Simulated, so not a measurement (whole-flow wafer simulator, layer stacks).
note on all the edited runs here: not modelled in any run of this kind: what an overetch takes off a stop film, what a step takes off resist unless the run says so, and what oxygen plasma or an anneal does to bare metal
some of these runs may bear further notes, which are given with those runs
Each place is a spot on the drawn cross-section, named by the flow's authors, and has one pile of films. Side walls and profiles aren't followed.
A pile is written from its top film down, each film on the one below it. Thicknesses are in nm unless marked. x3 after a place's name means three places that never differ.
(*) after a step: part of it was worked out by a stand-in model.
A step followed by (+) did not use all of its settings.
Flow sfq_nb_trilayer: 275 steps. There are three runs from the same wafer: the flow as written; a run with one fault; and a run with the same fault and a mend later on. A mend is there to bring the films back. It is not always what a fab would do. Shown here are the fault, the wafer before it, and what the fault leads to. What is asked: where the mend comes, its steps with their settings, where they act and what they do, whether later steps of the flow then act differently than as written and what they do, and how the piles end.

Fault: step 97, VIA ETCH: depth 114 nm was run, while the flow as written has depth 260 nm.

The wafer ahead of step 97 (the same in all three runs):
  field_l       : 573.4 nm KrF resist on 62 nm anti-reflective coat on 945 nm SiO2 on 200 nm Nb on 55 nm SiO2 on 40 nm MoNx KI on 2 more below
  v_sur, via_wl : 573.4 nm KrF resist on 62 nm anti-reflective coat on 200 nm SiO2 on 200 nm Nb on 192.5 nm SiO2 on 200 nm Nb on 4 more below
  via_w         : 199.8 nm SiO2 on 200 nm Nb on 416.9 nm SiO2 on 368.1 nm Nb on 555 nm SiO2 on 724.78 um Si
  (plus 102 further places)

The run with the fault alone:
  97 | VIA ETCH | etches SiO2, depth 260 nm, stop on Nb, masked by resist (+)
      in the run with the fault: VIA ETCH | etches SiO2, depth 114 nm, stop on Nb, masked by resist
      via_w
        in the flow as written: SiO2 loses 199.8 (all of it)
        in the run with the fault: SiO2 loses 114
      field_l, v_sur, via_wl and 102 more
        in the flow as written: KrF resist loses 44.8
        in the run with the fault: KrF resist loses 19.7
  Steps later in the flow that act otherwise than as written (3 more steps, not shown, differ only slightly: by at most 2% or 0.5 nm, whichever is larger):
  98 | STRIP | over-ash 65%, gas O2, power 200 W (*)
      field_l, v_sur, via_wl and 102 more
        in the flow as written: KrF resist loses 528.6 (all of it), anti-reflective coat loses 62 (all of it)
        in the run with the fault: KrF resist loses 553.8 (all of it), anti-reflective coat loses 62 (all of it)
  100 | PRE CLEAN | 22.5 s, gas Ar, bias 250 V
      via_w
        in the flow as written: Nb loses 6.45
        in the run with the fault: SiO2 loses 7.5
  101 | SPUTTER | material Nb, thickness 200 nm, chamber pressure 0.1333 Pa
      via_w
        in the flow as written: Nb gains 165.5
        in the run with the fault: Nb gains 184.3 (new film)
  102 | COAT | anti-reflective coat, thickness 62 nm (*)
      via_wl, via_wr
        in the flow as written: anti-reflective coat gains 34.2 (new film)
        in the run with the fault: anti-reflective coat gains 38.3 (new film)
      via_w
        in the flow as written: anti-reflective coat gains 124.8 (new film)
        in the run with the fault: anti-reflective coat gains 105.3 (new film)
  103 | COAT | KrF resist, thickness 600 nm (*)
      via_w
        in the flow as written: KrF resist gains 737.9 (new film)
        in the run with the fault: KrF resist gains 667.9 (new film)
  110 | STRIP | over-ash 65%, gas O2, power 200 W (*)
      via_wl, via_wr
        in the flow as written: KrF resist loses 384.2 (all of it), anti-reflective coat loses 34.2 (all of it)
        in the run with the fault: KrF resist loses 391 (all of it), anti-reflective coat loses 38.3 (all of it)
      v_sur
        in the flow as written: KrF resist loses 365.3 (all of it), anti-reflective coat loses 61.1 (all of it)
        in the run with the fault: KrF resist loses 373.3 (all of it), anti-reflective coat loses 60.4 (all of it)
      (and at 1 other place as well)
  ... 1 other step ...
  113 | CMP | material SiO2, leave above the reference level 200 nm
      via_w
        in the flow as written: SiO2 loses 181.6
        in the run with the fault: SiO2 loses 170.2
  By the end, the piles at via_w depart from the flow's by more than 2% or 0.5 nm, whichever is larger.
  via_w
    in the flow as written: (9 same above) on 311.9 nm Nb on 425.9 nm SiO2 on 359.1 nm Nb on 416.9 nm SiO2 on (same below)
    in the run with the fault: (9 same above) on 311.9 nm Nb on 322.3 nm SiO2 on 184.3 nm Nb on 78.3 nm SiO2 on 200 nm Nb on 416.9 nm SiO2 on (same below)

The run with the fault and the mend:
  The mend follows step 97.
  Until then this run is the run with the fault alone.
  97a | VIA ETCH | etches SiO2, depth 146 nm, stop on Nb, masked by resist (+) (the flow's step 97 again, with other settings)
      field_l, v_sur, via_wl and 102 more
        KrF resist loses 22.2
      via_w
        SiO2 loses 85.8 (all of it)
  Every later step of the flow that is run acts as written, at every place that is followed, to within 2% or 0.5 nm, whichever is larger.
  At every place that both follow, the piles at the end match the flow's.
